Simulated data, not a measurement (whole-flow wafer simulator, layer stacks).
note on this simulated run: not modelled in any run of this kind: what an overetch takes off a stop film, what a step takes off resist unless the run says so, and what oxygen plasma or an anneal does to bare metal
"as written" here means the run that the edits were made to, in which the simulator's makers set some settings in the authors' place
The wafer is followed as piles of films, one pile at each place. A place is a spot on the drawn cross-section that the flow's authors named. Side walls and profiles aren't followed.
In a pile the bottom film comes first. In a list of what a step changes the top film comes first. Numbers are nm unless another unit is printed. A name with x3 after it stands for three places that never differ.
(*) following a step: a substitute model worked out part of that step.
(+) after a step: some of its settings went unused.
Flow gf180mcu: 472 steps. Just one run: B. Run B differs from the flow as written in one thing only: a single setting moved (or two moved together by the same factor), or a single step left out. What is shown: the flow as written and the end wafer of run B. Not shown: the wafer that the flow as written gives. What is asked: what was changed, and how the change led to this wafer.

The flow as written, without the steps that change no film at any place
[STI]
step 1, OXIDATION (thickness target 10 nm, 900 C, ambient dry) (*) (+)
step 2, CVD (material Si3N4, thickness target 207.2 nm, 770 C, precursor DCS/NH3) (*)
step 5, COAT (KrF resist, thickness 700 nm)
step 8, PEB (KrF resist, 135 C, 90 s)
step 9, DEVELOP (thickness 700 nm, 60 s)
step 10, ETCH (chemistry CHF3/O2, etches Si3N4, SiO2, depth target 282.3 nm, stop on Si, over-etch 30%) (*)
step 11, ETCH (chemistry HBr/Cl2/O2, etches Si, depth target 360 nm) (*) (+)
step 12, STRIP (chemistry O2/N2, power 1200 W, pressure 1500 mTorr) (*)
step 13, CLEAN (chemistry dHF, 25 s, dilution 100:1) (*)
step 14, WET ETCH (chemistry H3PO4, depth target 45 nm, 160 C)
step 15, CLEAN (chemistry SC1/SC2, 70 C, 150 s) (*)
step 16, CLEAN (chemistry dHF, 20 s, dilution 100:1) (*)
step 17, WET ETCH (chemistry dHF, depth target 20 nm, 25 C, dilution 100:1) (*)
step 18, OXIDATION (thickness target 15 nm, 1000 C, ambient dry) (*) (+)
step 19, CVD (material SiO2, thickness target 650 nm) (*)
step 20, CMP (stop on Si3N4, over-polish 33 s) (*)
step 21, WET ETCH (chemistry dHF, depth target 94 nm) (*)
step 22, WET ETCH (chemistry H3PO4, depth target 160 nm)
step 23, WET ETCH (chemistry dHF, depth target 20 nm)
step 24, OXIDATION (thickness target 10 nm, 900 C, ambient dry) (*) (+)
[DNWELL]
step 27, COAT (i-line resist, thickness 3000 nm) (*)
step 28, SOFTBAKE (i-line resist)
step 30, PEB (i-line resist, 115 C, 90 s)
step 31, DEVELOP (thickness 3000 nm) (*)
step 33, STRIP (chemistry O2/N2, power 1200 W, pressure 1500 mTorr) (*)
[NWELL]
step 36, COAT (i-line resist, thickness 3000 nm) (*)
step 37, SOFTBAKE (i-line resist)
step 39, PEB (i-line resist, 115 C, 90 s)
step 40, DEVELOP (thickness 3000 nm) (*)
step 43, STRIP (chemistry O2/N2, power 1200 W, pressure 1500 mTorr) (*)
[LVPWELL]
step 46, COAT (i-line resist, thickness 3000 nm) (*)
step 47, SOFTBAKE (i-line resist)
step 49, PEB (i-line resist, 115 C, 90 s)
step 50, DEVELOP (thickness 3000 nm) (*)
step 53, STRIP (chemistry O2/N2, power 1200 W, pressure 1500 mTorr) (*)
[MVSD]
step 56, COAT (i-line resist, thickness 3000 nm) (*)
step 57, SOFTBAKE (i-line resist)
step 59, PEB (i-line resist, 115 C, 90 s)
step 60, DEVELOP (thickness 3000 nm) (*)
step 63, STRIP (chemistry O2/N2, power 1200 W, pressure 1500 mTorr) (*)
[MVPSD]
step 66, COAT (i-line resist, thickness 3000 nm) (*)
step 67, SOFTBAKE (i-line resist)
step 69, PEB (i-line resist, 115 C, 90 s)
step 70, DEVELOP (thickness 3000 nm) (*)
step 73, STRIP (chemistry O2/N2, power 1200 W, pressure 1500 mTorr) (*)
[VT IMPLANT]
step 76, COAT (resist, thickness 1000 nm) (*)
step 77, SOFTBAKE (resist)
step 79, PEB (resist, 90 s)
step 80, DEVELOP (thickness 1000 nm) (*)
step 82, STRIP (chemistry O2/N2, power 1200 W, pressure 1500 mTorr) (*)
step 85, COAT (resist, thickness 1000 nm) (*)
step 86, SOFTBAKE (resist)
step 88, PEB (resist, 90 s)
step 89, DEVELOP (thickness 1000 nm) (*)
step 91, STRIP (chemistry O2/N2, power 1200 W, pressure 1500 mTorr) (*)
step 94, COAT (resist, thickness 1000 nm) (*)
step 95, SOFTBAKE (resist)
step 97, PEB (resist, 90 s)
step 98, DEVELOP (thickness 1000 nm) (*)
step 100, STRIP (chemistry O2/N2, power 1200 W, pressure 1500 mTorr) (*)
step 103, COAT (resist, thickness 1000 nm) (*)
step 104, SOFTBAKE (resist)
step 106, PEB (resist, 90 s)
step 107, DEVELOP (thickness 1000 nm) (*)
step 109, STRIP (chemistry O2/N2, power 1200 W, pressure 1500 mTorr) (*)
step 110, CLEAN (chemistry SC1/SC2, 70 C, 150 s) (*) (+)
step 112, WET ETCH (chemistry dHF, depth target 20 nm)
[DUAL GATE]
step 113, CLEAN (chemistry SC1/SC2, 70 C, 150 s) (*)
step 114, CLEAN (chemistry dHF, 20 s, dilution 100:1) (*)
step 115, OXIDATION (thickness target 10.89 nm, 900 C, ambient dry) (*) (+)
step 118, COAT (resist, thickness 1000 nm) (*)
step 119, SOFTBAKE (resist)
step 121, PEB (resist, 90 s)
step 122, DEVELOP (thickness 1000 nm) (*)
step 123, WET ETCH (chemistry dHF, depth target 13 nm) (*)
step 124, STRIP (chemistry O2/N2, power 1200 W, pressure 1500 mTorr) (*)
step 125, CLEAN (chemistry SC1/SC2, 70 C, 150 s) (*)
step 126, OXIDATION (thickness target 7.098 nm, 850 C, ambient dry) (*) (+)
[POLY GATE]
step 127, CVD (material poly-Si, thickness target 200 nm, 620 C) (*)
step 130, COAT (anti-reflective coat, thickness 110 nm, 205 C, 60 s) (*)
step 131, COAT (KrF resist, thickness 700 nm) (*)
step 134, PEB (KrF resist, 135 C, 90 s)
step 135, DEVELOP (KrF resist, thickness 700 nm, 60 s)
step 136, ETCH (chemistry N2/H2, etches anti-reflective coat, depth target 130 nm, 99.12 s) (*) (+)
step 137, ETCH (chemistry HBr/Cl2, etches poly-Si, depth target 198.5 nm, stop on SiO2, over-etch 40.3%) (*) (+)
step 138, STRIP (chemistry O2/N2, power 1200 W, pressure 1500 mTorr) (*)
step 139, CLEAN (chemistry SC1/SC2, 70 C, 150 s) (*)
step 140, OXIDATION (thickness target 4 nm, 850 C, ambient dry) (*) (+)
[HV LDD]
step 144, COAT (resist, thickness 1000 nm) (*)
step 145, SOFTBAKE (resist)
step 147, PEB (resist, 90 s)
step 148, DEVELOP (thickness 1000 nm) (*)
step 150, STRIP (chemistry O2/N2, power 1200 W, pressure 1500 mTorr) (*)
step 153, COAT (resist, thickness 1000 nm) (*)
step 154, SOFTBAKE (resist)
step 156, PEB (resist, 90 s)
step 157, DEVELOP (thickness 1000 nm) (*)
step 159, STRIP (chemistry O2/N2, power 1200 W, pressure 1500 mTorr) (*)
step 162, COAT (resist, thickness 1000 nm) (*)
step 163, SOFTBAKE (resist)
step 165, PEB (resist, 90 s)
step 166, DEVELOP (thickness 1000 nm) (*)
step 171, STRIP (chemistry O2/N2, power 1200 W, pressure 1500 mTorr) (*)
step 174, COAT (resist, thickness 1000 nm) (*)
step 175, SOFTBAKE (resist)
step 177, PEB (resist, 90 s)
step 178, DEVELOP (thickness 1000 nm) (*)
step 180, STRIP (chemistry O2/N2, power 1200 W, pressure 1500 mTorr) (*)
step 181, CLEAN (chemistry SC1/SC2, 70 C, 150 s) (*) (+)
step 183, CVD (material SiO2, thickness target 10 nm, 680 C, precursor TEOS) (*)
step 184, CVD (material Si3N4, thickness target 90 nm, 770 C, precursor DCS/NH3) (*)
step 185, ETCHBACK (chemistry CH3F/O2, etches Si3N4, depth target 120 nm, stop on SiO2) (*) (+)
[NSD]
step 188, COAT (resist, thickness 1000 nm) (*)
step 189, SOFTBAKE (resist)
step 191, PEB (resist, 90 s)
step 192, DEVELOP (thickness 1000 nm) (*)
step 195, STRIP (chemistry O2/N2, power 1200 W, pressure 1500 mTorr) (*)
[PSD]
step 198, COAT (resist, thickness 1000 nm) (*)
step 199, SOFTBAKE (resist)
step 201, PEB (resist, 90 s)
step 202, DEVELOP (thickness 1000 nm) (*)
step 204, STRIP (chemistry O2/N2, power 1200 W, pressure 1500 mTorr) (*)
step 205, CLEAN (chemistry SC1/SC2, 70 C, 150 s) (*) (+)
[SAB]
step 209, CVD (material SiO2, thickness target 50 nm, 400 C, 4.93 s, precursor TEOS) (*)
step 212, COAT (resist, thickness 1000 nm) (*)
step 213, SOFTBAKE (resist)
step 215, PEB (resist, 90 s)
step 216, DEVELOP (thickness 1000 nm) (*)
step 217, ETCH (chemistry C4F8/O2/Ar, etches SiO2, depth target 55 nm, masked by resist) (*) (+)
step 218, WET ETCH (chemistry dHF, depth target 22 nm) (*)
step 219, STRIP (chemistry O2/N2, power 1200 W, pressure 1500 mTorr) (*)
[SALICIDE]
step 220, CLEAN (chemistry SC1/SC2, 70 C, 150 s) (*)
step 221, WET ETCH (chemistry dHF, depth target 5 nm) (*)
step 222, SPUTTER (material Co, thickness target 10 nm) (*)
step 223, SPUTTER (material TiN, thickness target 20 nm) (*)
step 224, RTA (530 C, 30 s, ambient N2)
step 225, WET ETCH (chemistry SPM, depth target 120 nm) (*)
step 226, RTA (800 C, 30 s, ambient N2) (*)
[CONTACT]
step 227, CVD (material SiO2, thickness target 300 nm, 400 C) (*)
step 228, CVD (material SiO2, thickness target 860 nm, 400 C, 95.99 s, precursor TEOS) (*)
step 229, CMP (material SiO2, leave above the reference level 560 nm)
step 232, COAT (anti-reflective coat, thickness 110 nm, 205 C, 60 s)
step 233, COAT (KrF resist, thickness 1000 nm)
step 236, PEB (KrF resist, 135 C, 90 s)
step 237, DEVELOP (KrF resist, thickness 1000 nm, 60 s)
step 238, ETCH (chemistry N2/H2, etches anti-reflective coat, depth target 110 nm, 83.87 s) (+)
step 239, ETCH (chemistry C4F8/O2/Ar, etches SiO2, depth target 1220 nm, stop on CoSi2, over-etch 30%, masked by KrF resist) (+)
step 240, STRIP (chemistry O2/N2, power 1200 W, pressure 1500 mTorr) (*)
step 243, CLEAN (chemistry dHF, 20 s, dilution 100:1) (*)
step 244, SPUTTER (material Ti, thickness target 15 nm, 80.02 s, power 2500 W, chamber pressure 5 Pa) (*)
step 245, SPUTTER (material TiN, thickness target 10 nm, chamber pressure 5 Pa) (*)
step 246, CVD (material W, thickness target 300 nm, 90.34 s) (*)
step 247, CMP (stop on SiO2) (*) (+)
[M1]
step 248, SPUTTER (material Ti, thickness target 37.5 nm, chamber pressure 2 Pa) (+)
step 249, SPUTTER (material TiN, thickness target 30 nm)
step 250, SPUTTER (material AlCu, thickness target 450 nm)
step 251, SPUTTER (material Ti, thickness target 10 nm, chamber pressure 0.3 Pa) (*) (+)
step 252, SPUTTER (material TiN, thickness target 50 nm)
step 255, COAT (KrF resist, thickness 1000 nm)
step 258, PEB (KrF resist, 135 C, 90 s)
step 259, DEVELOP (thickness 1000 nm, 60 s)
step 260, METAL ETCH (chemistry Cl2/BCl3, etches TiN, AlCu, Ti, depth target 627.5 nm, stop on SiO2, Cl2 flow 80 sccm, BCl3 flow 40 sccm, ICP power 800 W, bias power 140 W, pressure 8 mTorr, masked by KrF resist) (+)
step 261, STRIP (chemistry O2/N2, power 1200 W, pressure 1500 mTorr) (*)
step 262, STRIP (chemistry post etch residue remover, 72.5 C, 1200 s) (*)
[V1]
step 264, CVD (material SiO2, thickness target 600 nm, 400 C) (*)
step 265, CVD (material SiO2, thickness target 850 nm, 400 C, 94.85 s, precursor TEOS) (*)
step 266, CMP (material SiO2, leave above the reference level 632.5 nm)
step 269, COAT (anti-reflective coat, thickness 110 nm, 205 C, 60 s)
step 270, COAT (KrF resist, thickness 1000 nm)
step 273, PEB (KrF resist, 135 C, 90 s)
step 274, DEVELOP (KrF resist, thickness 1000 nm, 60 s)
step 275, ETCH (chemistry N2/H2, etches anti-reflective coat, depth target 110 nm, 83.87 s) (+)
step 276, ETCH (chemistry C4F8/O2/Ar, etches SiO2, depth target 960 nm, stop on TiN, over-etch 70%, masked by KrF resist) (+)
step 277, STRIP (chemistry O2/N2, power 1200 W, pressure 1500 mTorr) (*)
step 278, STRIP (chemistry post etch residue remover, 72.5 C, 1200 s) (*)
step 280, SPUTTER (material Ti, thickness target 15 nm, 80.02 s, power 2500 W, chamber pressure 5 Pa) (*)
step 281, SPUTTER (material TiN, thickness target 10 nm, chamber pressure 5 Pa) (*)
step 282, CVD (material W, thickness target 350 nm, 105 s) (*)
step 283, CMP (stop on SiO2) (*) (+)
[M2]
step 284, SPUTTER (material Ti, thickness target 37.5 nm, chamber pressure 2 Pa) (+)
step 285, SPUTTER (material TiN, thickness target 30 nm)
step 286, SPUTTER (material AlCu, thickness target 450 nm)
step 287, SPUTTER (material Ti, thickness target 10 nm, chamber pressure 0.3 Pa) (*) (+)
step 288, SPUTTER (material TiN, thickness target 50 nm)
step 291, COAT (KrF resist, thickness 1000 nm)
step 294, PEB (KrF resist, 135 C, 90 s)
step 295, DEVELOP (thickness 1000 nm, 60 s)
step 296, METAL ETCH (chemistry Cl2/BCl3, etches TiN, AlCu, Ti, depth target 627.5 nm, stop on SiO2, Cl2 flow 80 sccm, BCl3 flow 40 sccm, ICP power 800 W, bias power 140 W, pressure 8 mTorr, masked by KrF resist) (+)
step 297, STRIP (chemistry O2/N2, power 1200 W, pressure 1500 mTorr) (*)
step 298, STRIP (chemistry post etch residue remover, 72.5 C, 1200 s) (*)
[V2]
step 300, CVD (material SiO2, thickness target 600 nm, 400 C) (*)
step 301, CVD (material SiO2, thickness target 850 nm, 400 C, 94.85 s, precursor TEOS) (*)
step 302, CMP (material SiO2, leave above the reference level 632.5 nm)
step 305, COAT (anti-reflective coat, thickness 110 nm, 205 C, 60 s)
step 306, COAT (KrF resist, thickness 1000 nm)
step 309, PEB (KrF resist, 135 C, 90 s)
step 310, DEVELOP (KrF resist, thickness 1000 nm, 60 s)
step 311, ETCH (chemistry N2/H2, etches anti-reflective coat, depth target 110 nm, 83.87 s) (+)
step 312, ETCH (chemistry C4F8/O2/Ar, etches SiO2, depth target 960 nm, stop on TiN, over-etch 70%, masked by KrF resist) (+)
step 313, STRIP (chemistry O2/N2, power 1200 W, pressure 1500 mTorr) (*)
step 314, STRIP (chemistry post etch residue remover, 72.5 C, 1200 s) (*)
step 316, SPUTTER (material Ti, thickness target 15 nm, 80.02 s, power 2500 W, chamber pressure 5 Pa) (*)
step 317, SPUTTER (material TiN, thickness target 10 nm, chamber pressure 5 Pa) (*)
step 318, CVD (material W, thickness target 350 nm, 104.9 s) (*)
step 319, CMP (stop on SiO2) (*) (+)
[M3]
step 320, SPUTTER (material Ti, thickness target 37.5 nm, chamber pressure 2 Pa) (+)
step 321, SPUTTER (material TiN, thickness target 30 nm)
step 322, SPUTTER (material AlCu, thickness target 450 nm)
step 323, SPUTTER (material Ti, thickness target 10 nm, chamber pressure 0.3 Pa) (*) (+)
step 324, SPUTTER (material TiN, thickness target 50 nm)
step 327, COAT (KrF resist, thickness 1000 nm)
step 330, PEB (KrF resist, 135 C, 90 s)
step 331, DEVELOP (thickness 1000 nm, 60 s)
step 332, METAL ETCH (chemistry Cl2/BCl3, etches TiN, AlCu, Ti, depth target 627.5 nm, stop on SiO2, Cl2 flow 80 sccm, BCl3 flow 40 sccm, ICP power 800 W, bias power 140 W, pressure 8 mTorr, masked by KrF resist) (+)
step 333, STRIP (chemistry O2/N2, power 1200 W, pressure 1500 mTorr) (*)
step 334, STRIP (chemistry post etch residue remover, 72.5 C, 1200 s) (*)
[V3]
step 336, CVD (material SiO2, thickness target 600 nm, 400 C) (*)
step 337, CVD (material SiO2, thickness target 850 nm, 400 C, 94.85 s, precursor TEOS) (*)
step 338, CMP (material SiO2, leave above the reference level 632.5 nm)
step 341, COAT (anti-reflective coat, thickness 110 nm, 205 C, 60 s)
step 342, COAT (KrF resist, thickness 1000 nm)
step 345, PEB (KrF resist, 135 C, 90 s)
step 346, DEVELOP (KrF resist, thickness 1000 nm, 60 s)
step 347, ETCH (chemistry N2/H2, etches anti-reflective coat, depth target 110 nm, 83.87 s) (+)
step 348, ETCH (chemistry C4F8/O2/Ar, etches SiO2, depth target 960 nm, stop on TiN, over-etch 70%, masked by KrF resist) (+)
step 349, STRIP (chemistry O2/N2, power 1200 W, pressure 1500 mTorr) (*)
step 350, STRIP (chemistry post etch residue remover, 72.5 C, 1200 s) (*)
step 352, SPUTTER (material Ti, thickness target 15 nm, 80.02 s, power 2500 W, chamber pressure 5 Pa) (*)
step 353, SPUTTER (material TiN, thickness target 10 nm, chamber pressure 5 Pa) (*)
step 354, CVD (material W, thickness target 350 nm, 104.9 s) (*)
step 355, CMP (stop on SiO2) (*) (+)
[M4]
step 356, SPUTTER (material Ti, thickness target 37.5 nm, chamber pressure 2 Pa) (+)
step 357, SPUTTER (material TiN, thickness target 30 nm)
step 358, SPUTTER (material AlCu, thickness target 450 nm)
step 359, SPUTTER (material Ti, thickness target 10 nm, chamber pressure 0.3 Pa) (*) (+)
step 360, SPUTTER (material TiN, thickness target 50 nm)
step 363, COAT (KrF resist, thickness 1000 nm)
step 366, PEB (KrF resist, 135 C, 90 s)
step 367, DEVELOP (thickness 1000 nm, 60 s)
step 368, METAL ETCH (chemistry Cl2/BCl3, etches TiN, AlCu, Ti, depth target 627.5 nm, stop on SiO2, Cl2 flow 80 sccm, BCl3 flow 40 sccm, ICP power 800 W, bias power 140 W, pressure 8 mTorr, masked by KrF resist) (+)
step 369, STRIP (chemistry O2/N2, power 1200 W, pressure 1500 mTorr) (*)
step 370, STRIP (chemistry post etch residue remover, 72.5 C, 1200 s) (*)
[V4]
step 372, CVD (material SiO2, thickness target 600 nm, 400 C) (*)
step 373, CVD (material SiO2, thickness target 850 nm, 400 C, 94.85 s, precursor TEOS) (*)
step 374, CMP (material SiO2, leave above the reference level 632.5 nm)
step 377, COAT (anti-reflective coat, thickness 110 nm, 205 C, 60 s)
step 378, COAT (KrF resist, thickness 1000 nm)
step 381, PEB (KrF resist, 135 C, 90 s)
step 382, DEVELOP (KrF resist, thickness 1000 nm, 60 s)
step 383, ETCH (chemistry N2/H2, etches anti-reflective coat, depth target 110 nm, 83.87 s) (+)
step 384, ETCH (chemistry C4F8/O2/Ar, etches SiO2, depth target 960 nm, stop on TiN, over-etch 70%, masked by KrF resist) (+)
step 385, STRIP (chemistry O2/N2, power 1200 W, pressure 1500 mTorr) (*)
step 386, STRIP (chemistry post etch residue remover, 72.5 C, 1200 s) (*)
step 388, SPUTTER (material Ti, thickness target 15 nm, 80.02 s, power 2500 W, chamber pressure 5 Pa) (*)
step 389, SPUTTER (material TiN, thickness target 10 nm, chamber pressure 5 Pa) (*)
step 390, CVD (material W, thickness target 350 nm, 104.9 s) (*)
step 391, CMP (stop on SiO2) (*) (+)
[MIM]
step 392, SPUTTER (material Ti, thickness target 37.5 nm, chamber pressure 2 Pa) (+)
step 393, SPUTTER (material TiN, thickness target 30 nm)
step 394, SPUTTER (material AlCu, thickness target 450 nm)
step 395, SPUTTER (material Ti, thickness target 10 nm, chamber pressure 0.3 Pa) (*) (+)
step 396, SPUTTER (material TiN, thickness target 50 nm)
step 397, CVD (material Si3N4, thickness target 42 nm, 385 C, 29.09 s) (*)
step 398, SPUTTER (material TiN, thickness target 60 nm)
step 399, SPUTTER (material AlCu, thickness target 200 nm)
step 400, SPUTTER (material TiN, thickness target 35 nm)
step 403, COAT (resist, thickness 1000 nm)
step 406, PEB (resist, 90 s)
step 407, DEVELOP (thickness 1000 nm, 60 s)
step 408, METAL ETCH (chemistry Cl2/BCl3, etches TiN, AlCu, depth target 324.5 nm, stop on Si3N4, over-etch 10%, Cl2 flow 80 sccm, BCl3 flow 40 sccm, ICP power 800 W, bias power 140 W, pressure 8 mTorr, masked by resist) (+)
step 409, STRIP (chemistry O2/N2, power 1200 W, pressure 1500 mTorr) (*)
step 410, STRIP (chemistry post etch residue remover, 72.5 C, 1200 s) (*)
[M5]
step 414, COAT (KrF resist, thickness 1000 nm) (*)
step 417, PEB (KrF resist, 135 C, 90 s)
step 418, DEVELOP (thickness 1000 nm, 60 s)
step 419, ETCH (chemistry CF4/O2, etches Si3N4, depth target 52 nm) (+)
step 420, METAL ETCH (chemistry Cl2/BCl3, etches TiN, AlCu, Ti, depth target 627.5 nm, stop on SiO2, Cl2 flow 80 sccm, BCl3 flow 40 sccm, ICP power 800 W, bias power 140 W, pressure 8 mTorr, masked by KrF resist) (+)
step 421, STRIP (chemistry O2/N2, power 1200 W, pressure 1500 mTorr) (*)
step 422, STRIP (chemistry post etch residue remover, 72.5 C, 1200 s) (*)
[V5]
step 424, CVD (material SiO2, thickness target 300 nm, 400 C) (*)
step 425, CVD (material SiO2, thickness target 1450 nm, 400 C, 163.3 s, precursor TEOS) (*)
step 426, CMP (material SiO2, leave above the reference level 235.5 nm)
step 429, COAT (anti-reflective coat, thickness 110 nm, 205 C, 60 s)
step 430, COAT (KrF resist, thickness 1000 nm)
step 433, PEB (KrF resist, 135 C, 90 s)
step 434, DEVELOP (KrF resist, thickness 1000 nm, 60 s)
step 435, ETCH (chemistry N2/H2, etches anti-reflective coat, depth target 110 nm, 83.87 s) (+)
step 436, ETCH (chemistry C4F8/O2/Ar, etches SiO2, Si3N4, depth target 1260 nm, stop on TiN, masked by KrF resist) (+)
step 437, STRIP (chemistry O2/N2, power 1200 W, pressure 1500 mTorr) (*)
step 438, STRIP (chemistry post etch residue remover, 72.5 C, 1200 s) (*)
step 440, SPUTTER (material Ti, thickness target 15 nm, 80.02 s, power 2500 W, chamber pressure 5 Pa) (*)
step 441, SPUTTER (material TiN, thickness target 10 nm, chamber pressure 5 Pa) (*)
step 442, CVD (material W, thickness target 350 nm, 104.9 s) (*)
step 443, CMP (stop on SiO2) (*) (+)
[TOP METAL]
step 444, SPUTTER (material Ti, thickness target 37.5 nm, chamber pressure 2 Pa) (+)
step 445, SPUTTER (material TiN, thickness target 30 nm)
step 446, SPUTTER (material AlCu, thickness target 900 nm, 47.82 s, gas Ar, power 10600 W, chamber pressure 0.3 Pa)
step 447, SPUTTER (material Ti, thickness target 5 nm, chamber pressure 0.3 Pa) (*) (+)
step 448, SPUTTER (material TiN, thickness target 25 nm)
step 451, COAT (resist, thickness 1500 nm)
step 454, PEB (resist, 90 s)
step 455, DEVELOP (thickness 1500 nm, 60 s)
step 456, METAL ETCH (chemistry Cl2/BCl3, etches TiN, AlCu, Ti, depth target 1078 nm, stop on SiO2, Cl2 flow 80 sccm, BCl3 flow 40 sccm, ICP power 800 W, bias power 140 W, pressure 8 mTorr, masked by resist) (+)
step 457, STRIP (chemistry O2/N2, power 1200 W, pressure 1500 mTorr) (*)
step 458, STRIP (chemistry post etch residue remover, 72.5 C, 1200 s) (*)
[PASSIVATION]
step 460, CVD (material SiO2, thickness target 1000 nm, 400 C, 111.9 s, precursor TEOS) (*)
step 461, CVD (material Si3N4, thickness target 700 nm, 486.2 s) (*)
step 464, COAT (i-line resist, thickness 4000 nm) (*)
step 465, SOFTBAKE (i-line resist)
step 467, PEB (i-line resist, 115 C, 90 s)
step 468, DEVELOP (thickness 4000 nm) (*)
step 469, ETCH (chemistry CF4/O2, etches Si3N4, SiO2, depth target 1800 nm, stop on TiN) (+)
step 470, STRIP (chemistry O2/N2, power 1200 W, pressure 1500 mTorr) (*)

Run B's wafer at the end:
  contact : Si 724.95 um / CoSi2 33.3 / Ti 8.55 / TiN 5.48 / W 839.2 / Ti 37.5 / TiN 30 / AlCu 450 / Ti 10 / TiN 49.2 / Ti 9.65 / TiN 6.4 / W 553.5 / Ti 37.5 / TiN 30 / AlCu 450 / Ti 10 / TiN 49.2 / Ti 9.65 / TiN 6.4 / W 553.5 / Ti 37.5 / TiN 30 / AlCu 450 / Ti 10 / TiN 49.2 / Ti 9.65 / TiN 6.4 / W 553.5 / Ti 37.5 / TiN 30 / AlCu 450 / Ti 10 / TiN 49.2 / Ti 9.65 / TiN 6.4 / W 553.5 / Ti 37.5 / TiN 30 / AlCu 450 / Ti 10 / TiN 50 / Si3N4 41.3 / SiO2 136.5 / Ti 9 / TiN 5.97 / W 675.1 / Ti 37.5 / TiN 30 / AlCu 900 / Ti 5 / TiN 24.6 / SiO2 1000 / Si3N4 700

Cause: step 436, ETCH: depth target 693 nm was run, whereas the flow has depth target 1260 nm.

How this came from the change, step by step:
  step 436, ETCH (chemistry C4F8/O2/Ar, etches SiO2, Si3N4, depth target 1260 nm, stop on TiN, masked by KrF resist) (+)
      contact: -693 SiO2 (as written it would have been: -829.5 SiO2 (all of it), -41.3 Si3N4 (all of it))
      field, field__w1, field__w2 and 108 more: -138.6 KrF resist (as written it would have been: -252 KrF resist)
  step 437, STRIP (chemistry O2/N2, power 1200 W, pressure 1500 mTorr) (*)
      field, field__w1, field__w2 and 108 more: -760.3 KrF resist (all of it), -110 anti-reflective coat (all of it) (as written it would have been: -646.9 KrF resist (all of it), -110 anti-reflective coat (all of it))
  step 440, SPUTTER (material Ti, thickness target 15 nm, 80.02 s, power 2500 W, chamber pressure 5 Pa) (*)
      contact: +9 Ti (new film) (as written it would have been: +8.12 Ti (new film))
  step 441, SPUTTER (material TiN, thickness target 10 nm, chamber pressure 5 Pa) (*)
      contact: +5.97 TiN (new film) (as written it would have been: +5.38 TiN (new film))
  step 442, CVD (material W, thickness target 350 nm, 104.9 s) (*)
      contact: +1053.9 W (new film) (as written it would have been: +1233.6 W (new film))
Taking metal films that touch as one body, contact has 2 bodies (between them, from the top down: SiO2 136.5 / Si3N4 41.3); the flow as written gives 1 body.
